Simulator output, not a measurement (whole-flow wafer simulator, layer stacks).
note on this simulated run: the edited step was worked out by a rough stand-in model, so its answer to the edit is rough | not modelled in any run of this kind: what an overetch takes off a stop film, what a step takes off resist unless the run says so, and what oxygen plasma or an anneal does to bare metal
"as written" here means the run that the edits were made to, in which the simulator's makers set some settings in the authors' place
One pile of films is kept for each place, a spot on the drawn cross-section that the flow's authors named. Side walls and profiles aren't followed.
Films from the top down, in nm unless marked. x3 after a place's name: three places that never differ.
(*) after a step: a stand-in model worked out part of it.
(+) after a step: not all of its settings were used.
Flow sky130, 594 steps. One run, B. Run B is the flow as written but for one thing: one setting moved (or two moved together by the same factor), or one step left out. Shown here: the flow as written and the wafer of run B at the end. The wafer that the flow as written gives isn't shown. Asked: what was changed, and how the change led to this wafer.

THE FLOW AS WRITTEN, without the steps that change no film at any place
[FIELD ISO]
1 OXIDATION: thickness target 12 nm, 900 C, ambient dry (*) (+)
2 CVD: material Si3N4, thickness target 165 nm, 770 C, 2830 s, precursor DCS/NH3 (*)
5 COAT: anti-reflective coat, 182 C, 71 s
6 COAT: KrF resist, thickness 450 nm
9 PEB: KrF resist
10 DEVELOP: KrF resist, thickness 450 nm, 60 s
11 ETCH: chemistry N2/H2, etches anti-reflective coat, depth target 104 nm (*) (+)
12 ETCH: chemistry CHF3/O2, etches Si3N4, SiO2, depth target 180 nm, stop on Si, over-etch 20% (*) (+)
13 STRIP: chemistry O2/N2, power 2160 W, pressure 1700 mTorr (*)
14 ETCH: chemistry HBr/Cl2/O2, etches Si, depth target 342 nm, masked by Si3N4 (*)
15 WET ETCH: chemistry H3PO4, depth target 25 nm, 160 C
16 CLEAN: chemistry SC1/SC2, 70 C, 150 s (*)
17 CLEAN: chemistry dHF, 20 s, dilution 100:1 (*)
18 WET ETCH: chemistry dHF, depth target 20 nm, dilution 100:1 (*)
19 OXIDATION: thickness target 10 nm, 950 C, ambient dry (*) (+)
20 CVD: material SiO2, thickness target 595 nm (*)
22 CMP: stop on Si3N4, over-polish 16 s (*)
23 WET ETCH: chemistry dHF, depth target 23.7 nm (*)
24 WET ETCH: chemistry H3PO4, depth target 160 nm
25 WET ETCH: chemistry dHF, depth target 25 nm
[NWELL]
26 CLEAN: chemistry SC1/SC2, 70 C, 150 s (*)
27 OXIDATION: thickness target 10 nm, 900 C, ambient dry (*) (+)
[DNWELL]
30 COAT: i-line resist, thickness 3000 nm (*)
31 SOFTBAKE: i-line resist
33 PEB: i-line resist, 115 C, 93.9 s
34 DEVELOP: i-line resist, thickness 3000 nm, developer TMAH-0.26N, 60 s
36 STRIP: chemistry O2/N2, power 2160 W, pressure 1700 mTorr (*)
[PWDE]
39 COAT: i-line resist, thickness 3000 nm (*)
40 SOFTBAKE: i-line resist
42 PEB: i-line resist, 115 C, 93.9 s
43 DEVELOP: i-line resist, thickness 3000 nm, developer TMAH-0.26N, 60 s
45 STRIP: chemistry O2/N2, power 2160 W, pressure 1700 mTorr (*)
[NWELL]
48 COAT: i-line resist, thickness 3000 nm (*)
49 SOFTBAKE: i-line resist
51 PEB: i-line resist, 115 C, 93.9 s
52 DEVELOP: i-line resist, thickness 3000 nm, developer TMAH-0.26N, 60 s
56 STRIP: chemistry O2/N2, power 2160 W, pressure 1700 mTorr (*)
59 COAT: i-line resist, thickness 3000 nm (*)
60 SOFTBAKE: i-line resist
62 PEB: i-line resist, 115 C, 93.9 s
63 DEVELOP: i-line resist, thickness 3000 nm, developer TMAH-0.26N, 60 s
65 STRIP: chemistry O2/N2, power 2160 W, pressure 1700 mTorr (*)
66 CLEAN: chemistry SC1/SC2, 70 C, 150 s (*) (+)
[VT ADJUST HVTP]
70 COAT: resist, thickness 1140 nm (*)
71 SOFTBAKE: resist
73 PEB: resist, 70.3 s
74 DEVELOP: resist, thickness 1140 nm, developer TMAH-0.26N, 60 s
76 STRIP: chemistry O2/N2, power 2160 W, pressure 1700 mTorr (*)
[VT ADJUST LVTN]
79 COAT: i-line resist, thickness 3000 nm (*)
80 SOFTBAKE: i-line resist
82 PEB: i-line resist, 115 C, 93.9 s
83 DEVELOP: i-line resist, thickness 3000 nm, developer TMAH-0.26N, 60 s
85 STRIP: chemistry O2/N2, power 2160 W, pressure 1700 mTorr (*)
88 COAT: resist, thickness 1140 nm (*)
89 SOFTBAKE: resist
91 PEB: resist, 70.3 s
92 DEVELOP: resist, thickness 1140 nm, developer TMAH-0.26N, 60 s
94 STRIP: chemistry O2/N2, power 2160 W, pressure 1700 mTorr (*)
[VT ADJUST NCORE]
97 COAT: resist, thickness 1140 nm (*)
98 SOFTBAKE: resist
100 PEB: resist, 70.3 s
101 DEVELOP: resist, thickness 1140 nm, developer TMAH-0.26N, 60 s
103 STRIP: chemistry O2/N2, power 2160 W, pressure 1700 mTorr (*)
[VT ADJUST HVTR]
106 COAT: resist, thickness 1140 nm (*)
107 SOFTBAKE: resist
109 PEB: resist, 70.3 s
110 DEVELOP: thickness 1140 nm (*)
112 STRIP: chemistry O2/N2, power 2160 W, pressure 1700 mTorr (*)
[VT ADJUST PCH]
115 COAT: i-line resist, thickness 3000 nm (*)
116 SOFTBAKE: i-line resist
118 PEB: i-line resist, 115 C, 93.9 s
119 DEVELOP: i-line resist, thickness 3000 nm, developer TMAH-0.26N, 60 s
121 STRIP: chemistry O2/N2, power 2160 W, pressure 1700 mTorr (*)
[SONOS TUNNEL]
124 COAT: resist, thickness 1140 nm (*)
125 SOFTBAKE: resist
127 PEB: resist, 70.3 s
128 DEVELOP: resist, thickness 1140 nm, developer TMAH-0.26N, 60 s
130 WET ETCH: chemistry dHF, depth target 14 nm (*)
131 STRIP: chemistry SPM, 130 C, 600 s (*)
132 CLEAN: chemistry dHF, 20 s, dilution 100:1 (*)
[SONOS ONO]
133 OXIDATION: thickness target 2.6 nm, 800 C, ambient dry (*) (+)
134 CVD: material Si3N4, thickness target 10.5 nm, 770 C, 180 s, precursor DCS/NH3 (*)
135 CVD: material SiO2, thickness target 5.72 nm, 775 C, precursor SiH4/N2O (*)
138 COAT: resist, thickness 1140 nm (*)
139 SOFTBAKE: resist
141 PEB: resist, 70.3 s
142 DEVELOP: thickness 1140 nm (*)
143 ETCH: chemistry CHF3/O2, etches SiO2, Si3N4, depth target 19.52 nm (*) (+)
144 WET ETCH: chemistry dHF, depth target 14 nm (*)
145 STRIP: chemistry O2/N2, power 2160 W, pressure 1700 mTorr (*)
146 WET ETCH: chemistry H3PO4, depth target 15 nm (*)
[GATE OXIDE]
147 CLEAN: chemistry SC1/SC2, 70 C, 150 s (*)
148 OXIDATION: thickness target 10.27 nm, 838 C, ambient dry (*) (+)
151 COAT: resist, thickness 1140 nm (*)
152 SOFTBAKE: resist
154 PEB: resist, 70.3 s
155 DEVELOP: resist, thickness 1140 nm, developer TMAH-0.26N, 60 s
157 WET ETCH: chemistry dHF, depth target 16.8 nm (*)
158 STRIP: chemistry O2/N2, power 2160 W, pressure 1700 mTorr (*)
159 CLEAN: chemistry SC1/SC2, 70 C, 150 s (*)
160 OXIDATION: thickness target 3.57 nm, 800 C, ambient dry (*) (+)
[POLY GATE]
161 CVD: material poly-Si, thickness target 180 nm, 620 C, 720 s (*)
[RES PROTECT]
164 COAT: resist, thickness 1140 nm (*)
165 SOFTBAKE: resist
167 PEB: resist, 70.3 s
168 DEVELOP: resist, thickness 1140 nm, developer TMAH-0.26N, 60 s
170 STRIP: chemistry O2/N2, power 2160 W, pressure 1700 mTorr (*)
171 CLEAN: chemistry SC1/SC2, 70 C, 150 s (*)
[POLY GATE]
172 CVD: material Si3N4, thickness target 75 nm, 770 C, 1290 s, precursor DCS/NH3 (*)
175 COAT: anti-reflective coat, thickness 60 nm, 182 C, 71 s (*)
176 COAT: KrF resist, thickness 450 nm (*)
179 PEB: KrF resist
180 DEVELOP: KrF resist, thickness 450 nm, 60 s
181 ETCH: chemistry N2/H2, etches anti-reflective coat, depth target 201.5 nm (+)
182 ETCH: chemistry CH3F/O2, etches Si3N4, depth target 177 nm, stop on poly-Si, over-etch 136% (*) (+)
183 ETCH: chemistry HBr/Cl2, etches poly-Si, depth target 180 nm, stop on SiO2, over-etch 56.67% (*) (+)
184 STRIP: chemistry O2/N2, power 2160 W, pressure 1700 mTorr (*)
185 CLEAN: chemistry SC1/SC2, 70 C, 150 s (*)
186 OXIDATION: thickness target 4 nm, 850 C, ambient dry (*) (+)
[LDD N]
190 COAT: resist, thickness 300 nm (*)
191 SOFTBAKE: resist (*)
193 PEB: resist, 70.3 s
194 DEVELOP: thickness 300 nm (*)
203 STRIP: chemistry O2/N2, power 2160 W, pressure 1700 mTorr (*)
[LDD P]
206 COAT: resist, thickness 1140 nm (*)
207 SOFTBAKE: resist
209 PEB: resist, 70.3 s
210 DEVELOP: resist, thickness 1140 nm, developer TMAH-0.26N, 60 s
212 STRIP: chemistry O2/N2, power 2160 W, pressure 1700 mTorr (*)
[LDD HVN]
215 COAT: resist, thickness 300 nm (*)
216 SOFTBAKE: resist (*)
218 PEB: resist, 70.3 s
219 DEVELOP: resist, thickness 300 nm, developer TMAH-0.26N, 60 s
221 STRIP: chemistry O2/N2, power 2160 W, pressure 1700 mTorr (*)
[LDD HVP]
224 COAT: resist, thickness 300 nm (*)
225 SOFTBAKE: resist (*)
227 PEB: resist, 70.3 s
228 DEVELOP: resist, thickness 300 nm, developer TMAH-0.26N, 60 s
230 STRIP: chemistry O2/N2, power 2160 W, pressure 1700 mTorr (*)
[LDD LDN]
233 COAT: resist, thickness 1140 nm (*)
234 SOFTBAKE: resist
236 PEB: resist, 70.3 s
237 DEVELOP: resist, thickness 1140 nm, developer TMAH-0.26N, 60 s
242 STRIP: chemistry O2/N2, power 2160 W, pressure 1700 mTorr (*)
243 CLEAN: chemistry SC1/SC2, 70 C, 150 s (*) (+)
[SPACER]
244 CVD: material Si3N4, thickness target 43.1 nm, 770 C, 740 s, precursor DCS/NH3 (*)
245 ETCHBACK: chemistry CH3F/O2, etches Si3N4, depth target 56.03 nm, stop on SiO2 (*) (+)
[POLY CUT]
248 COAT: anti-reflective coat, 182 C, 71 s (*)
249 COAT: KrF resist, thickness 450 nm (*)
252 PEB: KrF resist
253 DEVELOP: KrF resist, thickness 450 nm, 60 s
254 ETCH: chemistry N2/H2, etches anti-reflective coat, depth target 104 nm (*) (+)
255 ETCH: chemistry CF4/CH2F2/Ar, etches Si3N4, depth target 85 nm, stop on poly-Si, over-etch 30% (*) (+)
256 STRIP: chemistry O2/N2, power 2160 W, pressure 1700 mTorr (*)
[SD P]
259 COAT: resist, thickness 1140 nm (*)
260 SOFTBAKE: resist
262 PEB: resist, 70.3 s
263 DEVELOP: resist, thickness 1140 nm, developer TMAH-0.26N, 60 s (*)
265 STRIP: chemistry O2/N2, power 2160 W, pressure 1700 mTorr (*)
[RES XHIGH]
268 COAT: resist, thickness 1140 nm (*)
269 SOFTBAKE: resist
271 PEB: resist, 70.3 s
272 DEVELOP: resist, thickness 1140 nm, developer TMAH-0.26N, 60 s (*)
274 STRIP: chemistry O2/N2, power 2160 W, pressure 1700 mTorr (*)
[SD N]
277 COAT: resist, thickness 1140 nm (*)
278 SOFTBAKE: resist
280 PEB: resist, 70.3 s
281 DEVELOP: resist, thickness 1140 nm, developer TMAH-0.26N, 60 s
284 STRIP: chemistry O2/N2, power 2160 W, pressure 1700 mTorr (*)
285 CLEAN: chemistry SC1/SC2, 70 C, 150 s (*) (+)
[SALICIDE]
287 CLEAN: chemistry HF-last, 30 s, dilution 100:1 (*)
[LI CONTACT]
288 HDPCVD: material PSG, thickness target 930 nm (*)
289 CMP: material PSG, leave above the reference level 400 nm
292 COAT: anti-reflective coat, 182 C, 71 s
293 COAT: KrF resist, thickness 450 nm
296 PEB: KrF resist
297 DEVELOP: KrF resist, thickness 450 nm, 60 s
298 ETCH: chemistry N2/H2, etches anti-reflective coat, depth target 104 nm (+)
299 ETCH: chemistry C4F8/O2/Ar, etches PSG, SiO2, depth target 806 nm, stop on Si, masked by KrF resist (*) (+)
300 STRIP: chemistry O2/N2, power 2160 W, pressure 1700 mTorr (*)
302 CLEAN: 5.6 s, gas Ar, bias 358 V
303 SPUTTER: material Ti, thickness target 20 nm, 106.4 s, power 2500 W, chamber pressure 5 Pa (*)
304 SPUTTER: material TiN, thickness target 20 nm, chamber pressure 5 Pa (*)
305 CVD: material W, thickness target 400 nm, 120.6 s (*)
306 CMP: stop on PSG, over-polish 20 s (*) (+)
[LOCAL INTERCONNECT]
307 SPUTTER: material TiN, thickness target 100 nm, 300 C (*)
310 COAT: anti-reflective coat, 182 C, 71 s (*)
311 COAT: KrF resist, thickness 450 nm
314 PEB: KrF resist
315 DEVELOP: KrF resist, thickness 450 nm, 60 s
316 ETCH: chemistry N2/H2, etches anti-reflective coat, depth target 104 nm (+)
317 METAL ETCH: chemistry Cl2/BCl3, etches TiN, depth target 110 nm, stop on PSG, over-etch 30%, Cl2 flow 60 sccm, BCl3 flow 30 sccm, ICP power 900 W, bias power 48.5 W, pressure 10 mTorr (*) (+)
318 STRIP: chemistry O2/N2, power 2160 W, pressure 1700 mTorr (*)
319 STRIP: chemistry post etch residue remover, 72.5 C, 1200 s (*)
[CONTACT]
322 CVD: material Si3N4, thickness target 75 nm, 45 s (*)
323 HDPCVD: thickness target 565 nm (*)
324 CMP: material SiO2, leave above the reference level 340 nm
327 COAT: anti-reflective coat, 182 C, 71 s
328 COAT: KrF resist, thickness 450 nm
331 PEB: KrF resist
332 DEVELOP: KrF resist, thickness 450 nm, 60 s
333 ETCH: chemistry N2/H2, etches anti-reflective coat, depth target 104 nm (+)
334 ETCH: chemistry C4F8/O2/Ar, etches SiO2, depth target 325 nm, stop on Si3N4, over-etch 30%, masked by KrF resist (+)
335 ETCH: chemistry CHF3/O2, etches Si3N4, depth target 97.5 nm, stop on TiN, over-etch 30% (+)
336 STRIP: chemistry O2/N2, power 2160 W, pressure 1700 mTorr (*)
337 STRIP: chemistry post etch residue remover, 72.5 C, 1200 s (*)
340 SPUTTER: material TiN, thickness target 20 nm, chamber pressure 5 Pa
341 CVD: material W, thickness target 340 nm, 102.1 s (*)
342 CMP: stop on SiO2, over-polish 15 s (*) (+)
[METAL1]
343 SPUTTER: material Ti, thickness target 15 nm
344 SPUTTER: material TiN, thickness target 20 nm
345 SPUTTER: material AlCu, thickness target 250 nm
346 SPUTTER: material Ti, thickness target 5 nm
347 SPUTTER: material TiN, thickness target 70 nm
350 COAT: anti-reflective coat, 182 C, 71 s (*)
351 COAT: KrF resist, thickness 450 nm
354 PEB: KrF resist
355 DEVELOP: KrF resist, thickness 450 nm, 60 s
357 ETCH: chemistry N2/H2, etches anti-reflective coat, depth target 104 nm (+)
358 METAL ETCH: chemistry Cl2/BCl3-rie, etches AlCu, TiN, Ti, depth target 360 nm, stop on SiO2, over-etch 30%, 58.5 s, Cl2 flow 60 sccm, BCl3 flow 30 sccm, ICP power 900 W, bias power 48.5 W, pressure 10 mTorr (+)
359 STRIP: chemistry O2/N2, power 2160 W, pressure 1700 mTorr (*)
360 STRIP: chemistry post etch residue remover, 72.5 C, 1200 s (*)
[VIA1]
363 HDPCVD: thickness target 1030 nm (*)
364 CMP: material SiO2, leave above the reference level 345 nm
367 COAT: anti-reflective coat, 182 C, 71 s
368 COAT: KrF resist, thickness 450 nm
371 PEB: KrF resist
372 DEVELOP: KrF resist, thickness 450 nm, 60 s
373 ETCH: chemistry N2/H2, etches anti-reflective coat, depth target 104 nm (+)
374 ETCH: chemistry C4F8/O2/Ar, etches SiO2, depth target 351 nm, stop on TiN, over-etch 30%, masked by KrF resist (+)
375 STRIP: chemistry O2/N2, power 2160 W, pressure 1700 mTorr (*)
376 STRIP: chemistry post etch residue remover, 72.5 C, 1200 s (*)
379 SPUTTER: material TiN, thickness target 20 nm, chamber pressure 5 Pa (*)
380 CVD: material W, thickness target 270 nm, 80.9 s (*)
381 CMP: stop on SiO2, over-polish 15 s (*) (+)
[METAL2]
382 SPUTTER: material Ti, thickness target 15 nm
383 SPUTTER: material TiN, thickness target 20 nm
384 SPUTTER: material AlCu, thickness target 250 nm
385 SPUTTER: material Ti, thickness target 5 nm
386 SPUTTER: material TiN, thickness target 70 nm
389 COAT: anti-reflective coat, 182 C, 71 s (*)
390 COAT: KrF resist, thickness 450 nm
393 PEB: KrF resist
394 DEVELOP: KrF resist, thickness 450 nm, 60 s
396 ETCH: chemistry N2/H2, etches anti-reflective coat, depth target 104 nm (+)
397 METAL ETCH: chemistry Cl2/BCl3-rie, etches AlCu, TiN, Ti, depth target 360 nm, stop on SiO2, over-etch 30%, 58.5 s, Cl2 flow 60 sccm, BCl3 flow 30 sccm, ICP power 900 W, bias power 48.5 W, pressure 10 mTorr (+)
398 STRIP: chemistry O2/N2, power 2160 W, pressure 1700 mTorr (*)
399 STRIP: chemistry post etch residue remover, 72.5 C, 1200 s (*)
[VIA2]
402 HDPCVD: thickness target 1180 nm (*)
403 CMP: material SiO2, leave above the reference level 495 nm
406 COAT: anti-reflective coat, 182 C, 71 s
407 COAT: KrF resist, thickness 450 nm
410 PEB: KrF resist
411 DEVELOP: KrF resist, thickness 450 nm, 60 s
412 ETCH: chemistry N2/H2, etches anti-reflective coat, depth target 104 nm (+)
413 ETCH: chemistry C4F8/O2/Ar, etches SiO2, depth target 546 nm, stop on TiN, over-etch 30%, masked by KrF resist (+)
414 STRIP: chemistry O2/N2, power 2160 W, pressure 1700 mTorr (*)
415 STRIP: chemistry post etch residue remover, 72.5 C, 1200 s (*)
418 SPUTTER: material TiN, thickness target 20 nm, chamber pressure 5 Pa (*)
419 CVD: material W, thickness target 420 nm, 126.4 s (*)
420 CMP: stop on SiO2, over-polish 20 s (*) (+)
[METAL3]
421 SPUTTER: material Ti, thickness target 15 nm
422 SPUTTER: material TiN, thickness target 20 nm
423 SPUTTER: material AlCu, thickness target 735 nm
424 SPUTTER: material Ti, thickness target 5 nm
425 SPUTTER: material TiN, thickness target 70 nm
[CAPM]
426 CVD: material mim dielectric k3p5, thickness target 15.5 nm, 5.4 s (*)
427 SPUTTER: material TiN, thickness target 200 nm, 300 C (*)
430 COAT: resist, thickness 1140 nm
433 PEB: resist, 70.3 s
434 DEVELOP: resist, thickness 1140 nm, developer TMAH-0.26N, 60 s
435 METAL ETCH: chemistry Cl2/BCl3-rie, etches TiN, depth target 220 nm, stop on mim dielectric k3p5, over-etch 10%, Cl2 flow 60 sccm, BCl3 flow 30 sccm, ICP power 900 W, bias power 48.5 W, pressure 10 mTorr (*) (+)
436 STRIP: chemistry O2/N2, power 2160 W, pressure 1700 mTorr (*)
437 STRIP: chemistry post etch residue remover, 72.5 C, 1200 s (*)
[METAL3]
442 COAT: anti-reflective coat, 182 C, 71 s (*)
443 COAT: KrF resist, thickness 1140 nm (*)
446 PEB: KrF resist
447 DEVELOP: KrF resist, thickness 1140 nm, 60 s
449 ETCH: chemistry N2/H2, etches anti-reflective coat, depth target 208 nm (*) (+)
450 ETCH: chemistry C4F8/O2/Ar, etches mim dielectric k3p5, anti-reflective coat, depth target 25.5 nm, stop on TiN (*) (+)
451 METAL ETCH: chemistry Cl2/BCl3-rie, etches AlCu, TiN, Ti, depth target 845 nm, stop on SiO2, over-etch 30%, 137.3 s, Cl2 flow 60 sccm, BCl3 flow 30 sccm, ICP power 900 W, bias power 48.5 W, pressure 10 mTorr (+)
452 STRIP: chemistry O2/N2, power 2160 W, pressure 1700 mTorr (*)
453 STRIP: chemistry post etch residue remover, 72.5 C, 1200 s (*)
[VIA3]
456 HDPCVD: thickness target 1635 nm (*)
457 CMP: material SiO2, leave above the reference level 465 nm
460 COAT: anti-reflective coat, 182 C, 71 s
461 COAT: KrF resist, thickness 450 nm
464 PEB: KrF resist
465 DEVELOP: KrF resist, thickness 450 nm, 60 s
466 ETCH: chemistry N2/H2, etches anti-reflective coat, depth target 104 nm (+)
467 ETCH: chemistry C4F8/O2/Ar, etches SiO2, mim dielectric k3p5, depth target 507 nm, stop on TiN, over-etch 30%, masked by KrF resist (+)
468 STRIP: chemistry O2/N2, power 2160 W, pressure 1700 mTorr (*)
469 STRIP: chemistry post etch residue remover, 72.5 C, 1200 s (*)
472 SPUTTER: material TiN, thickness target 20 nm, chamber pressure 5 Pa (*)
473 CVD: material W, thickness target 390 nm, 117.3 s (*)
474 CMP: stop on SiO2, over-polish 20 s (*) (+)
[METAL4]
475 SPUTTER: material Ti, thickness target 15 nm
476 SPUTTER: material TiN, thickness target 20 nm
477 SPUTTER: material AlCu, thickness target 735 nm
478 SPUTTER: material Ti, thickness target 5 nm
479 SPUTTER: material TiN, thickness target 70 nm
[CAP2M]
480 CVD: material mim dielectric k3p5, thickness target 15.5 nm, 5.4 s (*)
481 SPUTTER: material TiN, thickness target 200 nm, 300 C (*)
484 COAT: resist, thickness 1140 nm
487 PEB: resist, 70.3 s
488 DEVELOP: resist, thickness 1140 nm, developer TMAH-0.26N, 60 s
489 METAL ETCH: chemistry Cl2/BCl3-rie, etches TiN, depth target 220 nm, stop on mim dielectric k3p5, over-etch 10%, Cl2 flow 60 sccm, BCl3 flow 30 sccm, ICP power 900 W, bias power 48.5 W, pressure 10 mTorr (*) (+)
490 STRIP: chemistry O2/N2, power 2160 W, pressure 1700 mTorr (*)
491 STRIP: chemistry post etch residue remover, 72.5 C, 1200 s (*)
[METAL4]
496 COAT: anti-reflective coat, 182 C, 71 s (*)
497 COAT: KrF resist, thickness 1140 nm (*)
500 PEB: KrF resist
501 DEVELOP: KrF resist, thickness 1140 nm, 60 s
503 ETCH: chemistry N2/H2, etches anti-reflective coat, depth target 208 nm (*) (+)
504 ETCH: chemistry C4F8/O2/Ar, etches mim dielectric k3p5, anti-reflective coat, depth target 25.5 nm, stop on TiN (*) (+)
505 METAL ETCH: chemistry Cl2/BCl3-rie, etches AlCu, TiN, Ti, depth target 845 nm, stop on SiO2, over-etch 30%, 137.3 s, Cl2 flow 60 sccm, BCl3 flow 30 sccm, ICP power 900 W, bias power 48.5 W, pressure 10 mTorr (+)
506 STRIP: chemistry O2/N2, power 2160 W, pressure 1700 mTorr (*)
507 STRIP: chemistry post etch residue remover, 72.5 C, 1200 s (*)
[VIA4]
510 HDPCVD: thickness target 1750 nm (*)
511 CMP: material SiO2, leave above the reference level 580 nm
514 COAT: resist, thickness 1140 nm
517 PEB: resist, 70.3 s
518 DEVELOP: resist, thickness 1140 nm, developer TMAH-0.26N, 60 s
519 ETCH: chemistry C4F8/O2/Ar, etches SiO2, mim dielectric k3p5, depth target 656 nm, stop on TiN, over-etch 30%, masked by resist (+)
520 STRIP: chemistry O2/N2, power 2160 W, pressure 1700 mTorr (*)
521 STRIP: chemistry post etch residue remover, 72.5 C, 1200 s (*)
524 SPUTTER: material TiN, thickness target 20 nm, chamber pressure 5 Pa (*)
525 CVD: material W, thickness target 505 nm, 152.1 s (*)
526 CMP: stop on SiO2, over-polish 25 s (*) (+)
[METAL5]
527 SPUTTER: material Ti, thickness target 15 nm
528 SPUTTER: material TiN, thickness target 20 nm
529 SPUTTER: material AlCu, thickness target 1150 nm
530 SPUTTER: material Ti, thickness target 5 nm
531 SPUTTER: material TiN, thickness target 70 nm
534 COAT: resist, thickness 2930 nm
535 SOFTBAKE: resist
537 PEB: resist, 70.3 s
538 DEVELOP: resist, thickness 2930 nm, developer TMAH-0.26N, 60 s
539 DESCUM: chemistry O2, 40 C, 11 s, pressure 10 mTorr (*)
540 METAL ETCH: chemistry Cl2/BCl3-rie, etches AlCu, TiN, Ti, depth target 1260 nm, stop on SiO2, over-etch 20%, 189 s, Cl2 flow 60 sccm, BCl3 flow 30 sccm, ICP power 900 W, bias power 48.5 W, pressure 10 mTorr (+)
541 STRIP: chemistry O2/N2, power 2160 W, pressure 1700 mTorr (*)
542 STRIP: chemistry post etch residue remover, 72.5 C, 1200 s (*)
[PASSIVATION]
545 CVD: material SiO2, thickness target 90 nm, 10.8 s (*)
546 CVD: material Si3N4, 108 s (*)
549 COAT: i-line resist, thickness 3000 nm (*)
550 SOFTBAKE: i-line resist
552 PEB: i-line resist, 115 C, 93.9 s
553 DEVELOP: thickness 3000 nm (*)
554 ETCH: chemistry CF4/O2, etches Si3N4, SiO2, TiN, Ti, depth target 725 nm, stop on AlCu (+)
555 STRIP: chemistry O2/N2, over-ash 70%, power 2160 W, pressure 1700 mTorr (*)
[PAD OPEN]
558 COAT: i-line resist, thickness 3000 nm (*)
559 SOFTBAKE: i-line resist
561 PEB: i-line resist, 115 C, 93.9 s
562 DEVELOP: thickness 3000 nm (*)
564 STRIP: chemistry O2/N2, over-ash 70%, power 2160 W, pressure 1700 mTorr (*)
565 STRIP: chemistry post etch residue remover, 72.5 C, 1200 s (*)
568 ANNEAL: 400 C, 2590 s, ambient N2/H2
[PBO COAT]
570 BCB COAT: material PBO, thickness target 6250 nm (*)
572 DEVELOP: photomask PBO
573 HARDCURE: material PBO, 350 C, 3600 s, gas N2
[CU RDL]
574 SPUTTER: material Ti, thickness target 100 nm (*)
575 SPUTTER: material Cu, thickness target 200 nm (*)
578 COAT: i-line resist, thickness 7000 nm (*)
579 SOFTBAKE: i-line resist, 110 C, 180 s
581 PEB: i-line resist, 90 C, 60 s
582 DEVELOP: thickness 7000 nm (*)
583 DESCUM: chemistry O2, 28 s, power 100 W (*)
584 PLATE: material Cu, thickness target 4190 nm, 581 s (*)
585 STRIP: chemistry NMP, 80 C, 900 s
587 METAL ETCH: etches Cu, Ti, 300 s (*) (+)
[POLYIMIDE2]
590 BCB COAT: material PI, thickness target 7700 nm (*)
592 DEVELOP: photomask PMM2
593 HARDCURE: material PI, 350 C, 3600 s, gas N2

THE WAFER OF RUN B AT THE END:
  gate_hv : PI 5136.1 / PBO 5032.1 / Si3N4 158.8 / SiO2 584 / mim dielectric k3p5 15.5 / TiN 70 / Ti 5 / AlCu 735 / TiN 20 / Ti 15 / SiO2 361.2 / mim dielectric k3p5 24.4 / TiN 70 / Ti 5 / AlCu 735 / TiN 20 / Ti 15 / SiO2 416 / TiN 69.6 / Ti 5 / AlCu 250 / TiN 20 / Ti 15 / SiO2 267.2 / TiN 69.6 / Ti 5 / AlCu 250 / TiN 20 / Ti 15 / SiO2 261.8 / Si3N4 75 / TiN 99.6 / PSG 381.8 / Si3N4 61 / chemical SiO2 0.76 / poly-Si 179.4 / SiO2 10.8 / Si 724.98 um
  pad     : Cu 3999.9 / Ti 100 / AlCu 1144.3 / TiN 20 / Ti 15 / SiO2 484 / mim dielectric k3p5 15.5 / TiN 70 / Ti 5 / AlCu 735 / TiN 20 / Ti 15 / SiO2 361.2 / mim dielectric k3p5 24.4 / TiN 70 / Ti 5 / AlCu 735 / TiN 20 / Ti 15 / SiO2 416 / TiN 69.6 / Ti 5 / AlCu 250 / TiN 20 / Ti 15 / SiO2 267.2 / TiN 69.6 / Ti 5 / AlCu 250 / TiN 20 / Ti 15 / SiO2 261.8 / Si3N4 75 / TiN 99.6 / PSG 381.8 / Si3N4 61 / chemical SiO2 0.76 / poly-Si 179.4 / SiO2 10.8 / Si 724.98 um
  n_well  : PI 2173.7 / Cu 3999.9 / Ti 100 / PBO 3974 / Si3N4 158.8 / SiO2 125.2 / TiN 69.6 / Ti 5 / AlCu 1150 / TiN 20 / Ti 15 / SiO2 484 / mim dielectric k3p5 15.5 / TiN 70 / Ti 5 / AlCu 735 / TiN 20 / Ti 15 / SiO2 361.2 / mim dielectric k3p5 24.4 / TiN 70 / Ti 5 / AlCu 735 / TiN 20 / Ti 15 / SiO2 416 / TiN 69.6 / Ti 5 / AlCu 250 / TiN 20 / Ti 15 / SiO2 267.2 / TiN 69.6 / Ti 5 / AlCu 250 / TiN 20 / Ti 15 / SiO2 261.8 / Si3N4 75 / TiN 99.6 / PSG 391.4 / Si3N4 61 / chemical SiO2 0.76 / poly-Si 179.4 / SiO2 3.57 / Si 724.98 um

The cause: step 426, CVD: thickness target 24.4 nm was run, where the flow has thickness target 15.5 nm; step 426, CVD: 8.51 s was run, where the flow has 5.4 s.
It can be read off the wafer: gate_hv has mim dielectric k3p5 24.4, and step 426 as written asks for 15.5 nm.

How the change led to this, step by step:
  426 CVD: material mim dielectric k3p5, thickness target 15.5 nm, 5.4 s (*)
      field, active, n_well and 188 more: mim dielectric k3p5 +24.4 (new film) (as written it would be: mim dielectric k3p5 +15.5 (new film))
  450 ETCH: chemistry C4F8/O2/Ar, etches mim dielectric k3p5, anti-reflective coat, depth target 25.5 nm, stop on TiN (*) (+)
      n_well, p_well, gate_hv and 104 more: KrF resist -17 (as written it would be: KrF resist -15.5)
      field, active, gate and 82 more: mim dielectric k3p5 -24.4 (all of it) (as written it would be: mim dielectric k3p5 -15.5 (all of it))
  467 ETCH: chemistry C4F8/O2/Ar, etches SiO2, mim dielectric k3p5, depth target 507 nm, stop on TiN, over-etch 30%, masked by KrF resist (+)
      m1: SiO2 -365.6 (all of it), mim dielectric k3p5 -24.4 (all of it) (as written it would be: SiO2 -374.5 (all of it), mim dielectric k3p5 -15.5 (all of it))
      via3_hole: SiO2 -365 (all of it), mim dielectric k3p5 -24.4 (all of it) (as written it would be: SiO2 -373.9 (all of it), mim dielectric k3p5 -15.5 (all of it))
